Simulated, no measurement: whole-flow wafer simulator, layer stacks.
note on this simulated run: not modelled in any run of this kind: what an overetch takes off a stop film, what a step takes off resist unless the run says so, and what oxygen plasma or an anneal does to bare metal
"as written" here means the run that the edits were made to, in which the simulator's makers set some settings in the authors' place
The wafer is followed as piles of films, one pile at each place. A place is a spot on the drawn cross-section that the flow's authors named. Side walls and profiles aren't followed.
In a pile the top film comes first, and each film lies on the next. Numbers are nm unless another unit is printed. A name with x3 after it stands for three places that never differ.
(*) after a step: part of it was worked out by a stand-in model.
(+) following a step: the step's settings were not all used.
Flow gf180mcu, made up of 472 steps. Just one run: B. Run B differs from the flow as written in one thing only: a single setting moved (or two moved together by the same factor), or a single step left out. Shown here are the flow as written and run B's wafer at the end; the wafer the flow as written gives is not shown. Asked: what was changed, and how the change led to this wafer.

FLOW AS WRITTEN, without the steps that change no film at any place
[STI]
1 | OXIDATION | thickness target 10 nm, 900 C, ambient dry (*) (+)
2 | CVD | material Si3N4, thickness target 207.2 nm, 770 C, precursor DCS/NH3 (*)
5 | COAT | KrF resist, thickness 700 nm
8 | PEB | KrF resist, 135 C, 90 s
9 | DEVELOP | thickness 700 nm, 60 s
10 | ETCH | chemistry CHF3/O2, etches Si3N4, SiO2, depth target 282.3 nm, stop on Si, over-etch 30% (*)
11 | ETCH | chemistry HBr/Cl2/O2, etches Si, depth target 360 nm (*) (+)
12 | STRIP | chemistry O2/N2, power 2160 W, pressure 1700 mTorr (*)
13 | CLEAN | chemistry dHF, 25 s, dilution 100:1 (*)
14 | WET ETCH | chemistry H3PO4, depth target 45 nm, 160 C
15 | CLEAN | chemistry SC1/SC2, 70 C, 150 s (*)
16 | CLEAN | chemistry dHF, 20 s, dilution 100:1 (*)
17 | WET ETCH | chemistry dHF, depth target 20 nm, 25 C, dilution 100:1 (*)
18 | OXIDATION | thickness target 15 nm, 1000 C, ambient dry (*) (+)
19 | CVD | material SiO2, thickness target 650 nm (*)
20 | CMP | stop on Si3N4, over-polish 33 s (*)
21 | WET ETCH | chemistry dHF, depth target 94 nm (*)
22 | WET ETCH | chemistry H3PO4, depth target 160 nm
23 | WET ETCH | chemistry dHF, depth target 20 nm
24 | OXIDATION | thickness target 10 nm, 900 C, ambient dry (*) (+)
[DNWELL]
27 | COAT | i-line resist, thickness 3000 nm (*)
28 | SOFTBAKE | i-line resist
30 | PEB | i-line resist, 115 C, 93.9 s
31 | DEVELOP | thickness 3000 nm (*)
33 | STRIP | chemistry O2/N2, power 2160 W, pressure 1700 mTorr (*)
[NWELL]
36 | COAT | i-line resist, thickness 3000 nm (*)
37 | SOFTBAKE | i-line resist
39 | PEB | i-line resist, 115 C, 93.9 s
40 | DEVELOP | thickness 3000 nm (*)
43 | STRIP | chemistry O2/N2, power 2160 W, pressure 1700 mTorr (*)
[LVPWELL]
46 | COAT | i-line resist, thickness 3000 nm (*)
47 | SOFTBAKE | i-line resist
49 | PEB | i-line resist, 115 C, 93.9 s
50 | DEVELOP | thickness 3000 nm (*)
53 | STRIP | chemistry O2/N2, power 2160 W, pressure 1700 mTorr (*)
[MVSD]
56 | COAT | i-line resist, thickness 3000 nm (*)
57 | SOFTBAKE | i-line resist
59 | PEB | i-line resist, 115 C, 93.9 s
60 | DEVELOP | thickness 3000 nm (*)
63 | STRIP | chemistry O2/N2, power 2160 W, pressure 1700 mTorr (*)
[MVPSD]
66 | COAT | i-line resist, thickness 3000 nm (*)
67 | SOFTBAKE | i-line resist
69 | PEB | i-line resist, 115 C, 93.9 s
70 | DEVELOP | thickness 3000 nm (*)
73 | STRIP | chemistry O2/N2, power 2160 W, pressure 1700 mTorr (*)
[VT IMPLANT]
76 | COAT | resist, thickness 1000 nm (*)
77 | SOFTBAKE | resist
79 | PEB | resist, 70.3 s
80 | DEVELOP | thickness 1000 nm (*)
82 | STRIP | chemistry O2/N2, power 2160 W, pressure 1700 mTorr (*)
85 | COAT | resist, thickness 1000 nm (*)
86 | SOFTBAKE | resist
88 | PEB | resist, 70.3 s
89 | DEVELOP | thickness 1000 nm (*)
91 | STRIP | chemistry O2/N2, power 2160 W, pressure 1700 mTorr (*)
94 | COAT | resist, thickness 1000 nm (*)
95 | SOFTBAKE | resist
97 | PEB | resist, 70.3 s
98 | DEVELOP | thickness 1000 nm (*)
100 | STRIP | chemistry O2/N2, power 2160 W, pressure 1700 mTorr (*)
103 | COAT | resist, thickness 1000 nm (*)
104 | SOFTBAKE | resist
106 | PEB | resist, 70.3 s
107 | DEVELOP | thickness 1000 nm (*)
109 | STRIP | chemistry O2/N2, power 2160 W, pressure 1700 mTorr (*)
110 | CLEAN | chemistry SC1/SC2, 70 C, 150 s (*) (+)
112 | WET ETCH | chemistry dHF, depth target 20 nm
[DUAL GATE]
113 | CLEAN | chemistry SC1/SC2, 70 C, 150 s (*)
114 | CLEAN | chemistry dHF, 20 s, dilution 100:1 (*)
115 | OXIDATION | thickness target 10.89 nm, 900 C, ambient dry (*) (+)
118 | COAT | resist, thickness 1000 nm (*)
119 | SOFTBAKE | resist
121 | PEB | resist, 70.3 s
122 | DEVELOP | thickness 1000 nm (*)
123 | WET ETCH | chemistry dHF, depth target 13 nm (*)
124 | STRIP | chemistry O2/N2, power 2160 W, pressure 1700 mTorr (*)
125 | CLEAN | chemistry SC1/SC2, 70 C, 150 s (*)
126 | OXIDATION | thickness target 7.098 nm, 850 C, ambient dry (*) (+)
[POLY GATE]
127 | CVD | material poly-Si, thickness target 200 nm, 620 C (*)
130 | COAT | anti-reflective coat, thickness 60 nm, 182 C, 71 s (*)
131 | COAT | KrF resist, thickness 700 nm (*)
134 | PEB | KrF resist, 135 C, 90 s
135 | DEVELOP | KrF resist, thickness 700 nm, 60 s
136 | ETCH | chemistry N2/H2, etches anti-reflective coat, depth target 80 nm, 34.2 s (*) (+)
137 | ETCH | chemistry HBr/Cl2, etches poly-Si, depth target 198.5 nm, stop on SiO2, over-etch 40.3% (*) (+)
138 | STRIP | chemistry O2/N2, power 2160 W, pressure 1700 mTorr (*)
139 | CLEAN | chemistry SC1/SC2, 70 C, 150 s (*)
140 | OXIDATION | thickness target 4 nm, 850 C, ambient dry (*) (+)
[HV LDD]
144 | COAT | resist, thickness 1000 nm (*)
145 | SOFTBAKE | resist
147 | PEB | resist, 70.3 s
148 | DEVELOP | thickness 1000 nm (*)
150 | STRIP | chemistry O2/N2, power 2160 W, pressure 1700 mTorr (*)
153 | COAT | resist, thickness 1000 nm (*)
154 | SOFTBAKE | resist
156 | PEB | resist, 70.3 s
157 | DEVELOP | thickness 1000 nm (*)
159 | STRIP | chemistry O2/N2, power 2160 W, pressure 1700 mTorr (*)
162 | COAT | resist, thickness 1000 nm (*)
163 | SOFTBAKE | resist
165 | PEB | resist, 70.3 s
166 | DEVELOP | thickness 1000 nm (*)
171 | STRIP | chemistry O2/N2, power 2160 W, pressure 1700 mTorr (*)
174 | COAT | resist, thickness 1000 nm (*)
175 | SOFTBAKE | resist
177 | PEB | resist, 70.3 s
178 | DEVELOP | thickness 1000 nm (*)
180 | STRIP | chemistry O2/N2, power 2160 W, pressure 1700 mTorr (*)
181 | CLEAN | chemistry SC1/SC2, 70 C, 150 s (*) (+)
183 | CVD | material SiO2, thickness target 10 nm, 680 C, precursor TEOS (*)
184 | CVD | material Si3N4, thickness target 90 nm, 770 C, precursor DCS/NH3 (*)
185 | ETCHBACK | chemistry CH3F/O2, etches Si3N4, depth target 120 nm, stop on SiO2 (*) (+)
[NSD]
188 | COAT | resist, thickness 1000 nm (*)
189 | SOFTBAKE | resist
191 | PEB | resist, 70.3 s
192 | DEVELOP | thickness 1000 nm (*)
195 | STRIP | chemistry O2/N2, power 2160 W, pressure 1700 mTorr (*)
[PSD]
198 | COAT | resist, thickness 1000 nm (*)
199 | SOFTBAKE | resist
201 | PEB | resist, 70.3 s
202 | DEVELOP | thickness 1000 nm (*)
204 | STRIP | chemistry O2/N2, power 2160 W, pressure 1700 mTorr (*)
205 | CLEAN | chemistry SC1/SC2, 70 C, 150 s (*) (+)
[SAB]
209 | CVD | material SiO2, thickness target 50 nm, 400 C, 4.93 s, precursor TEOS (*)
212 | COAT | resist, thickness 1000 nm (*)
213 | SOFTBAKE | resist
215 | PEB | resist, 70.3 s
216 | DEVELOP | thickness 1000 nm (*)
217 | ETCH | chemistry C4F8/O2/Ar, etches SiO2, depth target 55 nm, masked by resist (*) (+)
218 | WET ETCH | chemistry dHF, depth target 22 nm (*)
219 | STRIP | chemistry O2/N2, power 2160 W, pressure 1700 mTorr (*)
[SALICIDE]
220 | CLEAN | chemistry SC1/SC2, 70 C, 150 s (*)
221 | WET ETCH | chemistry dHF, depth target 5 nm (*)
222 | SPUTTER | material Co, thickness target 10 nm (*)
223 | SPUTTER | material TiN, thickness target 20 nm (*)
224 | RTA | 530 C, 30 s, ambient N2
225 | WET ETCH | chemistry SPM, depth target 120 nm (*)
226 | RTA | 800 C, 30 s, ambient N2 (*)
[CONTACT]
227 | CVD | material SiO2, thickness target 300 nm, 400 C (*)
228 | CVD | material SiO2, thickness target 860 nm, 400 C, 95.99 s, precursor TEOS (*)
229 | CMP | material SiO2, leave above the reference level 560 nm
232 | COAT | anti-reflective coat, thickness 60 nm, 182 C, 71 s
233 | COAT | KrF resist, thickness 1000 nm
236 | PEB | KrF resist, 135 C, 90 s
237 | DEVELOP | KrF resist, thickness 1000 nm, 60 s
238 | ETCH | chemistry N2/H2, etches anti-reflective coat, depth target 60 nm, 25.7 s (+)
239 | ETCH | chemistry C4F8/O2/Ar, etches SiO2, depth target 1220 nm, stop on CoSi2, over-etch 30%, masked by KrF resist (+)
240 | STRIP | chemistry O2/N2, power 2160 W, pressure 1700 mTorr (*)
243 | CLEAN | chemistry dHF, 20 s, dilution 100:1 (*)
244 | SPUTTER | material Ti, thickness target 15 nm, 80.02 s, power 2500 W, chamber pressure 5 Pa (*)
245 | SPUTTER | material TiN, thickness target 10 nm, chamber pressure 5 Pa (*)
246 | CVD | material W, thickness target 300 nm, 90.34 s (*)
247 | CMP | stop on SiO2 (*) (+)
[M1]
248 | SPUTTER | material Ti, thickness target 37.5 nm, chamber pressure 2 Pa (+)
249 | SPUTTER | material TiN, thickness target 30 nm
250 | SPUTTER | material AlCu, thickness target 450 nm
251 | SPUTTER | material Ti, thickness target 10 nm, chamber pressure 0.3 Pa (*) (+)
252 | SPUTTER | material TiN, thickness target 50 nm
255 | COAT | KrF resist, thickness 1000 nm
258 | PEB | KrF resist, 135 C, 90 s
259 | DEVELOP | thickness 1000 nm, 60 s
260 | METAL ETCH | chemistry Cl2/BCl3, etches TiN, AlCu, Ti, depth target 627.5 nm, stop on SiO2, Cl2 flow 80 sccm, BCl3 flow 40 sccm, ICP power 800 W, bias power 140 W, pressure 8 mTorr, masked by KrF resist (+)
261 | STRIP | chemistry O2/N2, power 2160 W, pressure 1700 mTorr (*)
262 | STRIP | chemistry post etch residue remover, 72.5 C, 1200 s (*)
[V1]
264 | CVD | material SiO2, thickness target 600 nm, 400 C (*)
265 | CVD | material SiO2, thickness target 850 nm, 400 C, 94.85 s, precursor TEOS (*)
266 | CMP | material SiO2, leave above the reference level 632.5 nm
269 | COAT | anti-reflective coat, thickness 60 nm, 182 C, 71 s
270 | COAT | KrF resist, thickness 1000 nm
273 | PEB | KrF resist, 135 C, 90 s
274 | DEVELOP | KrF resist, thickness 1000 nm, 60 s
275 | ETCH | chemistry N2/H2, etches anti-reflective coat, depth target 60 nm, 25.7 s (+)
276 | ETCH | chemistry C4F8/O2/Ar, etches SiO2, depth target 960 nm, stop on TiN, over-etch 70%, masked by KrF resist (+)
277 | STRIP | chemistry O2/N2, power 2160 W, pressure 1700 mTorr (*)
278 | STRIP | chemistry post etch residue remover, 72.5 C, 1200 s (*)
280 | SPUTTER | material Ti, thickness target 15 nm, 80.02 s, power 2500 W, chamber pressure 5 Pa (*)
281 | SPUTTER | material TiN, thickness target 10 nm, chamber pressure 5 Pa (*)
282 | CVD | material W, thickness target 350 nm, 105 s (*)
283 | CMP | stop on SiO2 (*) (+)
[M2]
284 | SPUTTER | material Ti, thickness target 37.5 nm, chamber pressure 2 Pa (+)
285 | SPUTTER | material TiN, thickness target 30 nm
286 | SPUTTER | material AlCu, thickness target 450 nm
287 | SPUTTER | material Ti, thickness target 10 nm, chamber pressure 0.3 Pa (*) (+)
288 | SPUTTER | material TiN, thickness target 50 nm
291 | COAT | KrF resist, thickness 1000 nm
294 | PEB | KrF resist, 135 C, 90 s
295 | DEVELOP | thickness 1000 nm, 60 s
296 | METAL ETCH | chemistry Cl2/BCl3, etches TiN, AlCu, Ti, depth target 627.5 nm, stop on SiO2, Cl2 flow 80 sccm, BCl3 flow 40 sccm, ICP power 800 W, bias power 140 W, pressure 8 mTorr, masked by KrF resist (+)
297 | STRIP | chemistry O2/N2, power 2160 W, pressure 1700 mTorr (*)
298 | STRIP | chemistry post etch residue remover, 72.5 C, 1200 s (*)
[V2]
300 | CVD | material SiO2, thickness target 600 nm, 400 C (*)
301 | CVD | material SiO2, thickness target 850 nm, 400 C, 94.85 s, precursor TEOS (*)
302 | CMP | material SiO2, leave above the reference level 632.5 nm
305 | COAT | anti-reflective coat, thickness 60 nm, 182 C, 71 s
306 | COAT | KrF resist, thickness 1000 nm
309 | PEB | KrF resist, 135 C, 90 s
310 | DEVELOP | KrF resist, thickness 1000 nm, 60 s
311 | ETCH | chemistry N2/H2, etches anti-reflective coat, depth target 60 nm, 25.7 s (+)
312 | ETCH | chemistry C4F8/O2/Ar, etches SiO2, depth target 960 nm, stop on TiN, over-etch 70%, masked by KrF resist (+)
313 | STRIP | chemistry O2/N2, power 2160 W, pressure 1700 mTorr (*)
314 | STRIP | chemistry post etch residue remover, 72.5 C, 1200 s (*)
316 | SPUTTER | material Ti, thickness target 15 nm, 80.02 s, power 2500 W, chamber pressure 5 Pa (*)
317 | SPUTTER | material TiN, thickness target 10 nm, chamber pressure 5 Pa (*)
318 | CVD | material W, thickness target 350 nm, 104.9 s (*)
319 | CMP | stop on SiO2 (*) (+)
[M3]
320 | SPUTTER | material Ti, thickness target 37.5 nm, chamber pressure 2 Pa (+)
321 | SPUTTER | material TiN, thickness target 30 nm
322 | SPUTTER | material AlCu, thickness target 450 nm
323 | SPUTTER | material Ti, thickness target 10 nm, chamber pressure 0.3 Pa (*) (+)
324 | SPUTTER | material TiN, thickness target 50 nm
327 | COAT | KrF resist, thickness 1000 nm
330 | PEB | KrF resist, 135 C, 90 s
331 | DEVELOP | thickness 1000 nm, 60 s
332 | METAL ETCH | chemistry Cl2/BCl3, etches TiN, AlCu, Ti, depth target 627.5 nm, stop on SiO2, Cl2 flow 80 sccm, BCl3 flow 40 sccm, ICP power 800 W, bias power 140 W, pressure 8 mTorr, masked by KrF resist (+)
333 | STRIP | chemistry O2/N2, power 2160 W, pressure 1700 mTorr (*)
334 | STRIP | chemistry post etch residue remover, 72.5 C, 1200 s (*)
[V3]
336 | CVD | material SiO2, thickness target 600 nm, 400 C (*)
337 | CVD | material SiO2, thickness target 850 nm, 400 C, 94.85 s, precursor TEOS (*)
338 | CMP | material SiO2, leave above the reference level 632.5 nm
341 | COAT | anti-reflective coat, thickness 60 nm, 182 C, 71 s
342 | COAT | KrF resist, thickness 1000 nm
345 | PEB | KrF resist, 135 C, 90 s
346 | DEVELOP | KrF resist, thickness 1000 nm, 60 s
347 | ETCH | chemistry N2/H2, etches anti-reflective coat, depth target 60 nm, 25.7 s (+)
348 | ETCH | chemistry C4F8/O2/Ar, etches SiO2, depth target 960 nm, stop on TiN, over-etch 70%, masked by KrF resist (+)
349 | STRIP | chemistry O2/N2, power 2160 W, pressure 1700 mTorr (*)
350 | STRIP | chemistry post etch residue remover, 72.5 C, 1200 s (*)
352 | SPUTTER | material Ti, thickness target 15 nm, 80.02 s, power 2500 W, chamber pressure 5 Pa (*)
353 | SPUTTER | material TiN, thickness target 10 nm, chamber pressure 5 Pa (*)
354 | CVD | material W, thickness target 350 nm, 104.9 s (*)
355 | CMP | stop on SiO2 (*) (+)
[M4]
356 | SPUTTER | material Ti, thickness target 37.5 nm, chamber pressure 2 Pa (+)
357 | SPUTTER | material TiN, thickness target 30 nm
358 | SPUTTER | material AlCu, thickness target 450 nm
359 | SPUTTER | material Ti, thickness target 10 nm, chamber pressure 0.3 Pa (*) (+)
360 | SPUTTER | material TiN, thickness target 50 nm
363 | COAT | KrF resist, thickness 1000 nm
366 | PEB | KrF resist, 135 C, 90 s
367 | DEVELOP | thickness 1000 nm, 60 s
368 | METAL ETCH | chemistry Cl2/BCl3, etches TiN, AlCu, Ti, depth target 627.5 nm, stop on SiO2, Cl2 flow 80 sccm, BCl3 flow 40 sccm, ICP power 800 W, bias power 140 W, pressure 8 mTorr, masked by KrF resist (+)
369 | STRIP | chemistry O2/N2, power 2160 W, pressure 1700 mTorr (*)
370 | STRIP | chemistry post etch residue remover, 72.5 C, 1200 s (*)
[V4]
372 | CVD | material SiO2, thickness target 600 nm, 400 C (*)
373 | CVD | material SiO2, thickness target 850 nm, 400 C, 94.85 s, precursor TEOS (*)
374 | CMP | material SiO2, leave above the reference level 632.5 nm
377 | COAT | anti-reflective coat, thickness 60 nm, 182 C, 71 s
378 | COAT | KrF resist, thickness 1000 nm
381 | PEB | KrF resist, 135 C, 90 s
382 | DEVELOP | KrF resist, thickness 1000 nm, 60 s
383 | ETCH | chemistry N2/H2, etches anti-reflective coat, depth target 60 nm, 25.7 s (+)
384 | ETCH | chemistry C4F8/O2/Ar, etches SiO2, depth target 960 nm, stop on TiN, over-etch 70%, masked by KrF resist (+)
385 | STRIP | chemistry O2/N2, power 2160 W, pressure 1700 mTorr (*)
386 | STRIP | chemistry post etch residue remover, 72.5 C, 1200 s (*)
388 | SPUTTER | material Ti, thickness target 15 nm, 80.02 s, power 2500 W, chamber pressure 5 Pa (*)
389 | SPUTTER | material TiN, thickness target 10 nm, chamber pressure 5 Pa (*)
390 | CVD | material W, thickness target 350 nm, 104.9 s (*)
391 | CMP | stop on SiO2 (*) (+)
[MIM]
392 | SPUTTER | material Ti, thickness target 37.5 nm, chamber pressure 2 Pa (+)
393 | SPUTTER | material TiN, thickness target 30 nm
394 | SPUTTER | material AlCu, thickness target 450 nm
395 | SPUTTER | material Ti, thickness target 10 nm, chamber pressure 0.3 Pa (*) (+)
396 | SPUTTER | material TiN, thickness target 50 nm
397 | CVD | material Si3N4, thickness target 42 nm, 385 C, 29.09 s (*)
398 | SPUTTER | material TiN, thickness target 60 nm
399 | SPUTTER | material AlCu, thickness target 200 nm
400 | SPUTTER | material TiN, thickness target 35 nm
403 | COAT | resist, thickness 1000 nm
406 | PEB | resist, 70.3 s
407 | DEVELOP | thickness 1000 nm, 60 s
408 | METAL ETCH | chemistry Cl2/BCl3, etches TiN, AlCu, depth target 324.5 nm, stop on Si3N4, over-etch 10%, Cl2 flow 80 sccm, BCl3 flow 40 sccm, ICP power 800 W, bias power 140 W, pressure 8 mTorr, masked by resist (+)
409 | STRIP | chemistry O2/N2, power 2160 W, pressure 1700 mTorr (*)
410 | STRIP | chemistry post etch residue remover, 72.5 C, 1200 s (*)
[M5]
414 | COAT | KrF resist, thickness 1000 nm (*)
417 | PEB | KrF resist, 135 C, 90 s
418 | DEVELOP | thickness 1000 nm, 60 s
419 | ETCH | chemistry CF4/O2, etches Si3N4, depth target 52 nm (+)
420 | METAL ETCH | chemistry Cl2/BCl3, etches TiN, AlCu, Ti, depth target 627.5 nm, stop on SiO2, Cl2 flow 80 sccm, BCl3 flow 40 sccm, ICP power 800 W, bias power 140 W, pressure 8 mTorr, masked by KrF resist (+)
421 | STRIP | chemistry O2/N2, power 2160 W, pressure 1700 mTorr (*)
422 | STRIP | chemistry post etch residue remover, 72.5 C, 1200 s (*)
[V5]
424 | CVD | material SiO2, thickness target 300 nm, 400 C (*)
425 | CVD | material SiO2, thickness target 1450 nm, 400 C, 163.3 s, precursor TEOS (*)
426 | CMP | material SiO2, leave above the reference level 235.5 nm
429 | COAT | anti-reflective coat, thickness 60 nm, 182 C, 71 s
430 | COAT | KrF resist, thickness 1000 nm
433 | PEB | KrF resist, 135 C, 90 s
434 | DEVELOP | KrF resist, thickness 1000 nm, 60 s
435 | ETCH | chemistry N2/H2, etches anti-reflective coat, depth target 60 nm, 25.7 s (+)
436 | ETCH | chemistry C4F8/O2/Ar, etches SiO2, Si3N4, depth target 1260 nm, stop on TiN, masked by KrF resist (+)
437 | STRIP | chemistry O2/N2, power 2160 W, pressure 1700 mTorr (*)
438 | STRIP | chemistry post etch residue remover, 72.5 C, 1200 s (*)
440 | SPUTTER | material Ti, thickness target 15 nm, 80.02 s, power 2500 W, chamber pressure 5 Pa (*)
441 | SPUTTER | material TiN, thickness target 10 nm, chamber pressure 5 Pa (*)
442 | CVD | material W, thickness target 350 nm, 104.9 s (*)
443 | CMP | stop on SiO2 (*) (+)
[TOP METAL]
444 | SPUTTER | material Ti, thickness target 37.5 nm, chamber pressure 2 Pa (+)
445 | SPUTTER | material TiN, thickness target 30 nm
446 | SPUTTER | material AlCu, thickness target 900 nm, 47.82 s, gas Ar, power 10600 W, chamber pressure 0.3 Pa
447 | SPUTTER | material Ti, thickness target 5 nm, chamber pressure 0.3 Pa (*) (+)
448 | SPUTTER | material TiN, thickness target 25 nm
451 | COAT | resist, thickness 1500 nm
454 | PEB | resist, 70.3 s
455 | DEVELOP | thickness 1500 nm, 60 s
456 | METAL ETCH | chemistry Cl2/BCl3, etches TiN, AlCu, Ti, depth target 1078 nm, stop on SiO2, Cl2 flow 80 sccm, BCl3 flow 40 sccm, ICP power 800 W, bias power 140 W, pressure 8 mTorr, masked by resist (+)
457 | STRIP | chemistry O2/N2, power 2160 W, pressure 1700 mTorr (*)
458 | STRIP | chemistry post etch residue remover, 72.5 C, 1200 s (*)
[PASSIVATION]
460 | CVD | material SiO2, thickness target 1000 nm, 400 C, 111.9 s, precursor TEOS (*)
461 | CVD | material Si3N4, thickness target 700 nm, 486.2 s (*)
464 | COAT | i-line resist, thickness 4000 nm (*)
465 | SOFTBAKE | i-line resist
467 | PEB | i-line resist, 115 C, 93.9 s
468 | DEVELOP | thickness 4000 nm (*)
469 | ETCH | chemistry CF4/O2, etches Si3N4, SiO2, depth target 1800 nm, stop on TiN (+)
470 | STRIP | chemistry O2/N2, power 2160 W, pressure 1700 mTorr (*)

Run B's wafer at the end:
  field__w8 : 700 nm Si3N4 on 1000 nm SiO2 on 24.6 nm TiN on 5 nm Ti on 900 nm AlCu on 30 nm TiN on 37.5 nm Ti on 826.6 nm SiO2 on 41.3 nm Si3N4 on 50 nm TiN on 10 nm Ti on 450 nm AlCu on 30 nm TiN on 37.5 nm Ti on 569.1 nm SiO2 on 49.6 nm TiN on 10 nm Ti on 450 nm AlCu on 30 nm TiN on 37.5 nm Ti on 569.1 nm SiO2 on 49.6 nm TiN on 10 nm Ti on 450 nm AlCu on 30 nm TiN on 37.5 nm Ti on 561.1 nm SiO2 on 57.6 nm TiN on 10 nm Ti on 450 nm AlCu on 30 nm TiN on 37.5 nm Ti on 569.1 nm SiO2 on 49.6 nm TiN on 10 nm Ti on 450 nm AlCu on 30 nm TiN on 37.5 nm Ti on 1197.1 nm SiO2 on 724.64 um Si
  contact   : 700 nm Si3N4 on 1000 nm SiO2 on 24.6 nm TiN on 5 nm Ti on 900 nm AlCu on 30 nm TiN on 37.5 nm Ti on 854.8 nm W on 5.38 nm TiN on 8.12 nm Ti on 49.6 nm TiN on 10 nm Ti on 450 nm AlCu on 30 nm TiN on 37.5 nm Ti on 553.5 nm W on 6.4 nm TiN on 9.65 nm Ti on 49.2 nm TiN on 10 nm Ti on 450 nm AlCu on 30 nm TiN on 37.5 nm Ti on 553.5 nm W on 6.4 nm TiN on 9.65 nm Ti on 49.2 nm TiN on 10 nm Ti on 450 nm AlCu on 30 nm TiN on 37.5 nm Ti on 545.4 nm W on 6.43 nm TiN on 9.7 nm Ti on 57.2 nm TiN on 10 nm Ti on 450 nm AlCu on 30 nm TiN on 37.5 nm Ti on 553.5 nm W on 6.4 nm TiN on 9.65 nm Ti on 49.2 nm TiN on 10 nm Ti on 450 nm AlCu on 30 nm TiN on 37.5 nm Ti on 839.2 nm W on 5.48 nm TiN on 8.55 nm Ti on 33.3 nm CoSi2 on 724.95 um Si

What caused this: step 288, SPUTTER: thickness target 58 nm was run, whereas the flow has thickness target 50 nm.

How this came from the change, step by step:
  288 | SPUTTER | material TiN, thickness target 50 nm
      field, field__w1, field__w2 and 108 more: +58 TiN (new film) (in the flow as written it would be: +50 TiN (new film))
  296 | METAL ETCH | chemistry Cl2/BCl3, etches TiN, AlCu, Ti, depth target 627.5 nm, stop on SiO2, Cl2 flow 80 sccm, BCl3 flow 40 sccm, ICP power 800 W, bias power 140 W, pressure 8 mTorr, masked by KrF resist (+)
      field, field__w1, field__w2 and 103 more: -58 TiN (all of it), -10 Ti (all of it), -450 AlCu (all of it), -30 TiN (all of it), -37.5 Ti (all of it) (in the flow as written it would be: -50 TiN (all of it), -10 Ti (all of it), -450 AlCu (all of it), -30 TiN (all of it), -37.5 Ti (all of it))
